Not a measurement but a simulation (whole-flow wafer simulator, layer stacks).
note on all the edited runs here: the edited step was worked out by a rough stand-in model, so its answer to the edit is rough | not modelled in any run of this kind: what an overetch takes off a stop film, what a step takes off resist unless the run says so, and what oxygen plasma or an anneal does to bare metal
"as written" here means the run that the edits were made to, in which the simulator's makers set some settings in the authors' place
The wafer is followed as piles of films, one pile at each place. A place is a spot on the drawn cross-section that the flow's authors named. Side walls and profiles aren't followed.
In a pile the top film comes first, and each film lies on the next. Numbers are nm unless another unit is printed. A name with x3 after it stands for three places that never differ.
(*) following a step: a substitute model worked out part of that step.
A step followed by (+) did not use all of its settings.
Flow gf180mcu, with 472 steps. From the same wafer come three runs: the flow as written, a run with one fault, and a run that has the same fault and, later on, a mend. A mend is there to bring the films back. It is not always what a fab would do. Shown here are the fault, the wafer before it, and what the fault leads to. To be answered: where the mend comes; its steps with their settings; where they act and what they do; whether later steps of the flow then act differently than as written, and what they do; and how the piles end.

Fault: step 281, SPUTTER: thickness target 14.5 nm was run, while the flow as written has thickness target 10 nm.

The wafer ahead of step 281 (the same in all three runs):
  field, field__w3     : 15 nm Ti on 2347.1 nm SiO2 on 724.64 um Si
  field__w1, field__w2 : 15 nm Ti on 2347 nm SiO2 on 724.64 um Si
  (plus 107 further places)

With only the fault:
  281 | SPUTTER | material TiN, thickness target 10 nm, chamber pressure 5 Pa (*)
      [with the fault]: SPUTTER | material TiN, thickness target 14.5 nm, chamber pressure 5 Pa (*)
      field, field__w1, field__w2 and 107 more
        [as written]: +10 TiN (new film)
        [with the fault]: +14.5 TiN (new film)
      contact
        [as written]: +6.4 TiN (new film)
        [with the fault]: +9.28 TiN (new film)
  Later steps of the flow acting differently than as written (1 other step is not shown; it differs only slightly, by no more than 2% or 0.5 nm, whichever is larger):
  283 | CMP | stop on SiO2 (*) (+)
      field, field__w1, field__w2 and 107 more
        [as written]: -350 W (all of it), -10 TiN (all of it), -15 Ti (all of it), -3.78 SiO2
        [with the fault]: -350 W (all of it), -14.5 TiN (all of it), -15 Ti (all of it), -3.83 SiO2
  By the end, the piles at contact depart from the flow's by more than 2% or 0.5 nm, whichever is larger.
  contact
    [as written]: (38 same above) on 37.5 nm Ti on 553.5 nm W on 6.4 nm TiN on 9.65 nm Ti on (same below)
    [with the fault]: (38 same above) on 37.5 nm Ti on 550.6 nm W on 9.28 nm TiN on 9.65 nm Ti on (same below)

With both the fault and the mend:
  The mend follows step 281.
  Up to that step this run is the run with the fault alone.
  281a | METAL ETCH | chemistry Cl2/BCl3, etches TiN, AlCu, Ti, depth target 4.5 nm, Cl2 flow 80 sccm, BCl3 flow 40 sccm, ICP power 800 W, bias power 140 W, pressure 8 mTorr (the flow's step 260, run once more with other settings)
      field, field__w1, field__w2 and 108 more
        -4.5 TiN
  Later steps of the flow that are run all act as written at every place that is followed, up to a difference of at most 2% or 0.5 nm, whichever is larger.
  By the end, the piles at contact depart from the flow's by more than 2% or 0.5 nm, whichever is larger.
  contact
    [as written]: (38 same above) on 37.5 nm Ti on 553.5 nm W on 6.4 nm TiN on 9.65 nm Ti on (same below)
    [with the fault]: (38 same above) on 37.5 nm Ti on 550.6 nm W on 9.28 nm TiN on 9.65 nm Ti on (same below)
    [with the mend]: (38 same above) on 37.5 nm Ti on 555.1 nm W on 4.78 nm TiN on 9.65 nm Ti on (same below)
